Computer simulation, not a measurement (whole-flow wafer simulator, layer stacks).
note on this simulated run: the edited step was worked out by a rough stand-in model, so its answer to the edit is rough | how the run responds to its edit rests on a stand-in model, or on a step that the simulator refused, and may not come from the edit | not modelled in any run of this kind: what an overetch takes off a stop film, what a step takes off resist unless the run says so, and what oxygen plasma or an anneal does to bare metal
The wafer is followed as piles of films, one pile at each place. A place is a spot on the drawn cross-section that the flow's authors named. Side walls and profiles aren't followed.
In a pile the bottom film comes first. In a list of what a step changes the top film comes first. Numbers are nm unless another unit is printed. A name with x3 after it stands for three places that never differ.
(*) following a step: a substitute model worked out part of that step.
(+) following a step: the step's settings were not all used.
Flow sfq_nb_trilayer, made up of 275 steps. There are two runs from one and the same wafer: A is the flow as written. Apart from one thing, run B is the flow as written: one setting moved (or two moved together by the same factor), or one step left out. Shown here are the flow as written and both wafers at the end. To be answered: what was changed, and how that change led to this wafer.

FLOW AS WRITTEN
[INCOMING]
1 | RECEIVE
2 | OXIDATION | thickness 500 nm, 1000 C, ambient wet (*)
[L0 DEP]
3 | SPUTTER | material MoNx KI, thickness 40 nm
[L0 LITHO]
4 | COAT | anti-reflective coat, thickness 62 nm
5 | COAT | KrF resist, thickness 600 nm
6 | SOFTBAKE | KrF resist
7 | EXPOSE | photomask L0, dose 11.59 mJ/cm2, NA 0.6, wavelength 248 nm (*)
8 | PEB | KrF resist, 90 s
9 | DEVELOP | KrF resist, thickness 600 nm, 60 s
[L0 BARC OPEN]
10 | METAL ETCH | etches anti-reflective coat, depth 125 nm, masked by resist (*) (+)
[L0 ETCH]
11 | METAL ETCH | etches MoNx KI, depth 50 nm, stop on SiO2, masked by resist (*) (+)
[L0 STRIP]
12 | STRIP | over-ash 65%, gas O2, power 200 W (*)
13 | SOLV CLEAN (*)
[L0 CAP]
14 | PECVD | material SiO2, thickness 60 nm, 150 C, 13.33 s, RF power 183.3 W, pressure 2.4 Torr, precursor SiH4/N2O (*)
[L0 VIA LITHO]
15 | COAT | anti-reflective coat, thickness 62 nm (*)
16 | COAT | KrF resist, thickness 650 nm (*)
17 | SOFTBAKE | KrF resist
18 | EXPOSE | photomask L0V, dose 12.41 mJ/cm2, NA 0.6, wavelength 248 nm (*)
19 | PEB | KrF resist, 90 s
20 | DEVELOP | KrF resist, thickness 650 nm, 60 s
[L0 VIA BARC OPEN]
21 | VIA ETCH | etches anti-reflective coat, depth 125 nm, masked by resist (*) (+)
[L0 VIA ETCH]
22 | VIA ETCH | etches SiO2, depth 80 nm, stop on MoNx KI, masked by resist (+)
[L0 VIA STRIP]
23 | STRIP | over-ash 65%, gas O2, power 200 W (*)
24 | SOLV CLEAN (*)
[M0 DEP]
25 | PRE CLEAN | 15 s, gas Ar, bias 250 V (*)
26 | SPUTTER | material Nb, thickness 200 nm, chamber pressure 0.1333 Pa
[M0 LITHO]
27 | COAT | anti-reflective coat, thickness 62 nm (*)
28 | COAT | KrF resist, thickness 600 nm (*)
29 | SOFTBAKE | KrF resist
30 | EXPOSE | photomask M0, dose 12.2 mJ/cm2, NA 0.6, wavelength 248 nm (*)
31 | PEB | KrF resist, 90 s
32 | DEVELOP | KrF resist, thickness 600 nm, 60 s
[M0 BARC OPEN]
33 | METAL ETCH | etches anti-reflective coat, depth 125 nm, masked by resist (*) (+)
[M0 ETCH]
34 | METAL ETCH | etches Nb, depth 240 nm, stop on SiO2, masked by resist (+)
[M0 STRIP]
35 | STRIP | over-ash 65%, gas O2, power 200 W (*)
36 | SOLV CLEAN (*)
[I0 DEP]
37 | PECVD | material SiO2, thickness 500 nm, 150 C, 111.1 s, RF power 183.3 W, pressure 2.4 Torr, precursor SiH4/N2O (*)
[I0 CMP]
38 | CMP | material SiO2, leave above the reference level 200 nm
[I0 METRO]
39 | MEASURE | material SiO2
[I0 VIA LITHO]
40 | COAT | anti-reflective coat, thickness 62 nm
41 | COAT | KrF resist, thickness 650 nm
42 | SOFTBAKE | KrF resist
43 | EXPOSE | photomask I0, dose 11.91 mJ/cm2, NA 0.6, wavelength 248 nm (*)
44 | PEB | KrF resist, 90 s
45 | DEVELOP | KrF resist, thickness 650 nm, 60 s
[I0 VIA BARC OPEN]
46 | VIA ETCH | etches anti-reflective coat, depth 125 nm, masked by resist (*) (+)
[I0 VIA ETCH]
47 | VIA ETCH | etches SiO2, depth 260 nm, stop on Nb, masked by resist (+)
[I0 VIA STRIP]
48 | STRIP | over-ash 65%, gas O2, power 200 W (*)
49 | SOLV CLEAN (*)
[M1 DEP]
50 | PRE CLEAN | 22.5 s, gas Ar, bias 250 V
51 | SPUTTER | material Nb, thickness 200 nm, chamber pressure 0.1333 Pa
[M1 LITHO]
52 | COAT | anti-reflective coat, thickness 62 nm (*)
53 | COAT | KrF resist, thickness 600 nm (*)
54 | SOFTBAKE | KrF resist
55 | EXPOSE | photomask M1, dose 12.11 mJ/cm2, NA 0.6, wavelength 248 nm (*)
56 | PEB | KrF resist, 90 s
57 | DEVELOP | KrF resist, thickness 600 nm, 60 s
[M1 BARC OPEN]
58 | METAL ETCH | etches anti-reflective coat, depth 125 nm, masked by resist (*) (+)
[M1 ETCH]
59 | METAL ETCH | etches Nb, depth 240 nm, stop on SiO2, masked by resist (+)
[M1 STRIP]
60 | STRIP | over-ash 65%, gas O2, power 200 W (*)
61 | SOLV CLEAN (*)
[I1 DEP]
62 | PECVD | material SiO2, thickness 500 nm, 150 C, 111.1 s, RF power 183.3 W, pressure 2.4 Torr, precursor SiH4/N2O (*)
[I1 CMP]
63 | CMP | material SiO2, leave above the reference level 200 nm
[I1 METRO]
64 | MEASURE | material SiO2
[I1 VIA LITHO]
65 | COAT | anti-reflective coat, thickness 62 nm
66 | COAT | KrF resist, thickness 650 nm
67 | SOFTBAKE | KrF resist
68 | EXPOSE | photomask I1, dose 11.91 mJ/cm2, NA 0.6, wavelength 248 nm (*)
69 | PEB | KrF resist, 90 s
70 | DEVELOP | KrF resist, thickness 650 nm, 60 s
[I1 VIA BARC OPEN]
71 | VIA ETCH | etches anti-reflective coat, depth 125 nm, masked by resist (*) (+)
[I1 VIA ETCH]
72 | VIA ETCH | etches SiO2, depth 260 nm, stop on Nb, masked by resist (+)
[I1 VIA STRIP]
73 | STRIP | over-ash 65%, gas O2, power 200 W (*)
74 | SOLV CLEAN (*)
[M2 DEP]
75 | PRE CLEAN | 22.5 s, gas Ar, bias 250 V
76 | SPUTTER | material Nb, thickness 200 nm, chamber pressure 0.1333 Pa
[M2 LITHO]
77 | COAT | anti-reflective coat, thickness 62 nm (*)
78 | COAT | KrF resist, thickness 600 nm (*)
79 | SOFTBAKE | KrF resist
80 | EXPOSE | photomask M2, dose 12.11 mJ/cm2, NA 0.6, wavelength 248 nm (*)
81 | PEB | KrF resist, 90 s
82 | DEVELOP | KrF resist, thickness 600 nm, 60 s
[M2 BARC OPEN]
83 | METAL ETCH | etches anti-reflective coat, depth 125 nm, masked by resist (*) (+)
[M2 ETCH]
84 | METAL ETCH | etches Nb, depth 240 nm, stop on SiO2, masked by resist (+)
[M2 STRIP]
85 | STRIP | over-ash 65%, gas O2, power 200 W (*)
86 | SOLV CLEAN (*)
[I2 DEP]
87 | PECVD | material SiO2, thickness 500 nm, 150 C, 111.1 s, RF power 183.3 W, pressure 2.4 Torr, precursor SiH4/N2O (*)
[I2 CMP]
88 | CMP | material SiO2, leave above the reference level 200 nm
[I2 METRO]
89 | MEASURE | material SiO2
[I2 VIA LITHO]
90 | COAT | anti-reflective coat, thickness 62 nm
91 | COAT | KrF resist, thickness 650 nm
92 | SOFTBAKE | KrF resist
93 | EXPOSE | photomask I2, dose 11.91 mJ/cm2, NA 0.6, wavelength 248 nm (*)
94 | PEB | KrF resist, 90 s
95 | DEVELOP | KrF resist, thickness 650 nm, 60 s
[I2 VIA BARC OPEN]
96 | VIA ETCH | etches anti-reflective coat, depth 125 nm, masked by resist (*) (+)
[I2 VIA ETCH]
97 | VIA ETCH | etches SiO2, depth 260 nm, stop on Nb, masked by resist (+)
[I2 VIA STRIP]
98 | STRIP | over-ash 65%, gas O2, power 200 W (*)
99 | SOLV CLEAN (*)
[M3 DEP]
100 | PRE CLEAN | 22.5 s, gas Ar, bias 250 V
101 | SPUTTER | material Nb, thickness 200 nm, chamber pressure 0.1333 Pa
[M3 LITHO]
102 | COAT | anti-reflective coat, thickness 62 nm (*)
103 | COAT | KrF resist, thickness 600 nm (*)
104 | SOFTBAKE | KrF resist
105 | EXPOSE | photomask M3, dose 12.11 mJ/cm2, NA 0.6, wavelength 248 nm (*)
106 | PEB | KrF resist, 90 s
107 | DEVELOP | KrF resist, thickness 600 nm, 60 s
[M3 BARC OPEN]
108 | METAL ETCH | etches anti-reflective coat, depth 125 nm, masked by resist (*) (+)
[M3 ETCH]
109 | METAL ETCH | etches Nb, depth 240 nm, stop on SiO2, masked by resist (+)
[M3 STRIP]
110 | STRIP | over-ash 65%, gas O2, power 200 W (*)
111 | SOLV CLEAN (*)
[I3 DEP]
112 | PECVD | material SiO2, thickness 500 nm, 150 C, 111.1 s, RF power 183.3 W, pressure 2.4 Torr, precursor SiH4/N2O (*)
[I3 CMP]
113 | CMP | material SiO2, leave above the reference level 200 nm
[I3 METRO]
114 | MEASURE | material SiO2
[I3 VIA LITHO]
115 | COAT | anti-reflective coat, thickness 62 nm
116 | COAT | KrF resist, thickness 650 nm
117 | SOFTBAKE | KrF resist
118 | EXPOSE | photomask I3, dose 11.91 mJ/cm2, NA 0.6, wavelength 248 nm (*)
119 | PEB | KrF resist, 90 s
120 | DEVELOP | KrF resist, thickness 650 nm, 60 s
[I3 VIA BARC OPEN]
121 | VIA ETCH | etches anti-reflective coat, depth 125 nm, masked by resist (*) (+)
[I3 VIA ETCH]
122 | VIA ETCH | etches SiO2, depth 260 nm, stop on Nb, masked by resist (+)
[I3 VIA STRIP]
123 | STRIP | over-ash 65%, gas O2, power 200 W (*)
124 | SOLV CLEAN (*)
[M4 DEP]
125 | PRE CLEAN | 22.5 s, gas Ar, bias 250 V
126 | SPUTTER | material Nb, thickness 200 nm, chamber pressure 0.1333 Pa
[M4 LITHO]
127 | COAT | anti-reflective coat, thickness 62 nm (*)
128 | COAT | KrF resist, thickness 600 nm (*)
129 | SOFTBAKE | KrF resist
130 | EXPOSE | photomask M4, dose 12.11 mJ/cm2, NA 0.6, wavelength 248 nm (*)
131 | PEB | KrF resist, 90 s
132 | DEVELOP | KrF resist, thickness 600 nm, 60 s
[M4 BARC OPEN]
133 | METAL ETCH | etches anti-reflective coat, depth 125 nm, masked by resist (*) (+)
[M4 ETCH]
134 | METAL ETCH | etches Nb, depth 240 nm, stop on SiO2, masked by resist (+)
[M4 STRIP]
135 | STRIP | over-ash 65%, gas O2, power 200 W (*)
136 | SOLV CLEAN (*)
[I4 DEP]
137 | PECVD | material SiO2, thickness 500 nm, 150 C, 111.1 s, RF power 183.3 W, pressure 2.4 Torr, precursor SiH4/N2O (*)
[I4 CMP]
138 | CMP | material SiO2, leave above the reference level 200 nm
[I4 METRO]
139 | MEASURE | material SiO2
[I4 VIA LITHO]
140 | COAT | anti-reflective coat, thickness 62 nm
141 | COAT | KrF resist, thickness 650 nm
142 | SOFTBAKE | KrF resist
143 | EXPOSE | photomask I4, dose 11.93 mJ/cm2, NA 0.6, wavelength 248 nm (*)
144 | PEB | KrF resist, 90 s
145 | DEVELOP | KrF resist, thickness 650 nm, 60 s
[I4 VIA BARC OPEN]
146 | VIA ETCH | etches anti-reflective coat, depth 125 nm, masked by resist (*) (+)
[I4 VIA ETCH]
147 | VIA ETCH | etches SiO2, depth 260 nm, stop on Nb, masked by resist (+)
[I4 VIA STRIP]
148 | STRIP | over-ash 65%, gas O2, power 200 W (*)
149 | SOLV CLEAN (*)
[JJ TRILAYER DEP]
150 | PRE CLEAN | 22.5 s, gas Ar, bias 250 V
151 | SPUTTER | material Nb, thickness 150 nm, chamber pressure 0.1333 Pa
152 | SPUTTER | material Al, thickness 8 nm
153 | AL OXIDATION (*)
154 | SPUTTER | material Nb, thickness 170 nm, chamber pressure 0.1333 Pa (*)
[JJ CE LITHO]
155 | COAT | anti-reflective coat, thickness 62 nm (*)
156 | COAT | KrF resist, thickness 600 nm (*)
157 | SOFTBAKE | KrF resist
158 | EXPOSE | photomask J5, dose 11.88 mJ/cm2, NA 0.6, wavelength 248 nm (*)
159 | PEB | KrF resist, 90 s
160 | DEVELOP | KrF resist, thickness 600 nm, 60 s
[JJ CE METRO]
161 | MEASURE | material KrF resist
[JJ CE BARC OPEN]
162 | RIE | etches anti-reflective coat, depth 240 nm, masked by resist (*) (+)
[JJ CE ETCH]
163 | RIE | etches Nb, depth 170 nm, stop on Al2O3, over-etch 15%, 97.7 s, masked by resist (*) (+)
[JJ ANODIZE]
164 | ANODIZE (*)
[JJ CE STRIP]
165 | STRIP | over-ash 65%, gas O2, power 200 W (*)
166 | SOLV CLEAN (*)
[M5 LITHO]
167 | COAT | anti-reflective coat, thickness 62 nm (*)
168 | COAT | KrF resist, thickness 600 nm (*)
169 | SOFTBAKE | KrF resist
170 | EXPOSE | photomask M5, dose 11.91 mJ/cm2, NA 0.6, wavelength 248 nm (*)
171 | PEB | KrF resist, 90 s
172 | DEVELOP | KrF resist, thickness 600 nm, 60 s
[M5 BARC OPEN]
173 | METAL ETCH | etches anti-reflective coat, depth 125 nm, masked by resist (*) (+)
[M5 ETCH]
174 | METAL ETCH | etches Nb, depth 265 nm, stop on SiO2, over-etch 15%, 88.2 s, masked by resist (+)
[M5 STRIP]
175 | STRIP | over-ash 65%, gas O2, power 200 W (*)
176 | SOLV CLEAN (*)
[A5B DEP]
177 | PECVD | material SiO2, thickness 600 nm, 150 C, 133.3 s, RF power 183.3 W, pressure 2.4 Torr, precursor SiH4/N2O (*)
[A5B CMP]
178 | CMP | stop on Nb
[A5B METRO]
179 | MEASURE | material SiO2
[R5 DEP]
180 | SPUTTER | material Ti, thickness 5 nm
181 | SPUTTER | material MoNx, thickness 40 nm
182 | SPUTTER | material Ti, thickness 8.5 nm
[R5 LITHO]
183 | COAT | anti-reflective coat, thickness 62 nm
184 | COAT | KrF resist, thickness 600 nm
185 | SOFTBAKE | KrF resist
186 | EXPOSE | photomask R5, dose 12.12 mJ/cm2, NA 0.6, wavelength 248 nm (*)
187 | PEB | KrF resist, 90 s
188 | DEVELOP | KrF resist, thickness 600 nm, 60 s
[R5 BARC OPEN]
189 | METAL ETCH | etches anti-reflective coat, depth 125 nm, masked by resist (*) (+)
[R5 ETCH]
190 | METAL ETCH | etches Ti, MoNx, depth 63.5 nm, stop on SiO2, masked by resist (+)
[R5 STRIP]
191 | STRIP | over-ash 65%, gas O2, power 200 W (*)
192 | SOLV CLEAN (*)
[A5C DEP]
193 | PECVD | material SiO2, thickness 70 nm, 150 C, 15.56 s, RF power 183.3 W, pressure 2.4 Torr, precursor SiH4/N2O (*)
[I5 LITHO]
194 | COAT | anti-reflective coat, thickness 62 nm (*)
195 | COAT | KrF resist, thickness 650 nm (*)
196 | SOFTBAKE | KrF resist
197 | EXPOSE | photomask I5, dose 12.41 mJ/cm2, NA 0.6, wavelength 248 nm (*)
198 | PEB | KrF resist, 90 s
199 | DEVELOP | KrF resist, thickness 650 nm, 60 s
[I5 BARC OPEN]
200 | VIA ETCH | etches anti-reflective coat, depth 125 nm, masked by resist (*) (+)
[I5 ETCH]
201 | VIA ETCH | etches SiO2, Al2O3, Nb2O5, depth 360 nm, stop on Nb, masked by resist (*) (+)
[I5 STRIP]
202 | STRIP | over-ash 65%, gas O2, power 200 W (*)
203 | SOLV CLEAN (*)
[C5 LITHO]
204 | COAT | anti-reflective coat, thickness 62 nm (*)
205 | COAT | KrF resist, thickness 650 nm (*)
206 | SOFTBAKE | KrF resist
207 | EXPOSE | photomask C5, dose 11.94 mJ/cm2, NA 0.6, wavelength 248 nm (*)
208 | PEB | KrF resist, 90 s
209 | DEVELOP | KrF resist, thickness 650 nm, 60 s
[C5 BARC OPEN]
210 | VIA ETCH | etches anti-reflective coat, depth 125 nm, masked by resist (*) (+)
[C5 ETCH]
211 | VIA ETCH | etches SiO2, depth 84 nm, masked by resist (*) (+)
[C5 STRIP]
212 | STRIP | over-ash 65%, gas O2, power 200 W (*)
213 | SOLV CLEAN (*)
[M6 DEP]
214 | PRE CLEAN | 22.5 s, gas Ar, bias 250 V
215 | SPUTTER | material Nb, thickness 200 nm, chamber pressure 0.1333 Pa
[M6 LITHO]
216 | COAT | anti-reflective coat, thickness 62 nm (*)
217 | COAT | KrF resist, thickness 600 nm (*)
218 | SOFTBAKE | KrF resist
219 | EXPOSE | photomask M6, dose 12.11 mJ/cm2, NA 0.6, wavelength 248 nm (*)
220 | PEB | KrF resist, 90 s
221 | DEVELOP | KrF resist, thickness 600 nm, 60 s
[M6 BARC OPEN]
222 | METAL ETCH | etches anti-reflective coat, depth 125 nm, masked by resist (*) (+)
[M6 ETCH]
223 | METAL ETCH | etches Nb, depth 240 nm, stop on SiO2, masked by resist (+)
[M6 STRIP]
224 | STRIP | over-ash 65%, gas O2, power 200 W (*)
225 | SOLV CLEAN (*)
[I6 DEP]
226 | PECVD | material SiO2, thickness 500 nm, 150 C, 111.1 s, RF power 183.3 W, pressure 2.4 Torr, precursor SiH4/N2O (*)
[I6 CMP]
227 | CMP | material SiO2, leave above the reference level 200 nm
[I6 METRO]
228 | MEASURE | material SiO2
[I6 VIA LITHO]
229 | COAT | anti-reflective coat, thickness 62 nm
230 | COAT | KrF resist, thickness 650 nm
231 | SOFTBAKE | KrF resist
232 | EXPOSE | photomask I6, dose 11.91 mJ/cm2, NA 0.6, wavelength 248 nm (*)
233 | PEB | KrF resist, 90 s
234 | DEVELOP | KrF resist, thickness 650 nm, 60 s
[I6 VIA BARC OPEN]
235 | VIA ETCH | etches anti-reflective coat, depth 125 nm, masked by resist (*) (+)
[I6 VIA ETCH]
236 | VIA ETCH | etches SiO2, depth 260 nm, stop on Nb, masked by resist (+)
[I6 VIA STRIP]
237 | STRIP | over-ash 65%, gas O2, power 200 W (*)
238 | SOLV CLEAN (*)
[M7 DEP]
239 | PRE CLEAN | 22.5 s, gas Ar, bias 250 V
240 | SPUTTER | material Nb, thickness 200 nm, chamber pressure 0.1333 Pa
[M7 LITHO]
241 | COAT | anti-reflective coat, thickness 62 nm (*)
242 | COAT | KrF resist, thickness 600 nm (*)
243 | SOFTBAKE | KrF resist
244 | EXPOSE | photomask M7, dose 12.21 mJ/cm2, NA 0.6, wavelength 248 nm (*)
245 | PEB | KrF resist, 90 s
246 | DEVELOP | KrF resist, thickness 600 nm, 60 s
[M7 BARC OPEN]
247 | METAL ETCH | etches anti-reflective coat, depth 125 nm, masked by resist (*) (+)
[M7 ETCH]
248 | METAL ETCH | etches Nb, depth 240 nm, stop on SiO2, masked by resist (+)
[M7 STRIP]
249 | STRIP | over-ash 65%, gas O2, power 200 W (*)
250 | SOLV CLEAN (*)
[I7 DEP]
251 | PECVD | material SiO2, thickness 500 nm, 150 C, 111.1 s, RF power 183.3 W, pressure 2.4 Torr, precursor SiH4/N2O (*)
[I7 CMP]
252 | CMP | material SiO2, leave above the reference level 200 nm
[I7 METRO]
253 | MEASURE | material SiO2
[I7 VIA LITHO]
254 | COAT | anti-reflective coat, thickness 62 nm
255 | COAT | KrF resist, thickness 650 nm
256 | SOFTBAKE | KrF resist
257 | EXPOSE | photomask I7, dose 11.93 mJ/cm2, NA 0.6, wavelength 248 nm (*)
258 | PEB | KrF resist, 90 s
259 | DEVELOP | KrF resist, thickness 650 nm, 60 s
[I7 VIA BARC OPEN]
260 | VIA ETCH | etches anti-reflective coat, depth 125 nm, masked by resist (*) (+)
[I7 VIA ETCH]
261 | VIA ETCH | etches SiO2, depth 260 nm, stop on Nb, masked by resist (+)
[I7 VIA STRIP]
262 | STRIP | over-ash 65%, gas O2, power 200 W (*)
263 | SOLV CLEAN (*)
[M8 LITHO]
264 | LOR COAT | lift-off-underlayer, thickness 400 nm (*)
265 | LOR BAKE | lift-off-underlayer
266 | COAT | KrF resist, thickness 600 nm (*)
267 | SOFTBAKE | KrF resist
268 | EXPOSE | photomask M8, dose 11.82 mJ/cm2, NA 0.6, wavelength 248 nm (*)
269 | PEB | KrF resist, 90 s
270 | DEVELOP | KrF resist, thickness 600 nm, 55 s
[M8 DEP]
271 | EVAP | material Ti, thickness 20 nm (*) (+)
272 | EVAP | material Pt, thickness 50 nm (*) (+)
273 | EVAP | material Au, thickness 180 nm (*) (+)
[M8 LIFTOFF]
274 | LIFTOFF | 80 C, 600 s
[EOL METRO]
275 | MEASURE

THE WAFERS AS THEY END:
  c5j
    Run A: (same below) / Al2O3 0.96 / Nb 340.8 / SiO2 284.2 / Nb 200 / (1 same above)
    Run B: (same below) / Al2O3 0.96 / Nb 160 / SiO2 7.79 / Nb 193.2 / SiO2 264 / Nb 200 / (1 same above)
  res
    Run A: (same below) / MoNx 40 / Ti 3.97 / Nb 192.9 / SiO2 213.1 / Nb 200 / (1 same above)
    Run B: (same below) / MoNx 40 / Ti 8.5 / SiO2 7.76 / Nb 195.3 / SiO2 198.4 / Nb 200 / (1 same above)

Cause: step 211, VIA ETCH: depth 54.6 nm was run, whereas the flow has depth 84 nm.

Step by step, how the change led to this:
  211 | VIA ETCH | etches SiO2, depth 84 nm, masked by resist (*) (+)
      c5j: A -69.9 SiO2 (all of it), -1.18 Nb | B -54.6 SiO2
      res: A -69.9 SiO2 (all of it) | B -54.6 SiO2
      (and at 104 other places as well)
  214 | PRE CLEAN | 22.5 s, gas Ar, bias 250 V
      c5j: A -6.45 Nb | B -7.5 SiO2
      res: A -4.53 Ti | B -7.5 SiO2
  215 | SPUTTER | material Nb, thickness 200 nm, chamber pressure 0.1333 Pa
      c5j: A +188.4 Nb | B +193.2 Nb (new film)
  216 | COAT | anti-reflective coat, thickness 62 nm (*)
      ce_l: A +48 anti-reflective coat (new film) | B +52 anti-reflective coat (new film)
      c5j: A +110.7 anti-reflective coat (new film) | B +99.5 anti-reflective coat (new film)
      (and at 3 other places as well)
  224 | STRIP | over-ash 65%, gas O2, power 200 W (*)
      ce_l: A -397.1 KrF resist (all of it), -48 anti-reflective coat (all of it) | B -394.7 KrF resist (all of it), -52 anti-reflective coat (all of it)
      c5j: A -418.3 KrF resist (all of it), -110.7 anti-reflective coat (all of it) | B -411.2 KrF resist (all of it), -99.5 anti-reflective coat (all of it)
      (and at 3 other places as well)
  226 | PECVD | material SiO2, thickness 500 nm, 150 C, 111.1 s, RF power 183.3 W, pressure 2.4 Torr, precursor SiH4/N2O (*)
      c5j: A +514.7 SiO2 (new film) | B +500 SiO2 (new film)
  227 | CMP | material SiO2, leave above the reference level 200 nm
      c5j: A -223 SiO2 | B -228.5 SiO2
      res: A -279.4 SiO2 | B -294.1 SiO2
Taking metal films that touch as one body, c5j has 5 bodies (between them, from the top down: SiO2 264; SiO2 7.79; Al2O3 0.96; SiO2 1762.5); the flow as written gives 4 bodies (between them, from the top down: SiO2 284.2; Al2O3 0.96; SiO2 1762.5).
Taking metal films that touch as one body, res has 4 bodies (between them, from the top down: SiO2 198.4; SiO2 7.76; SiO2 2090.9); the flow as written gives 3 bodies (between them, from the top down: SiO2 213.1; SiO2 2090.9).
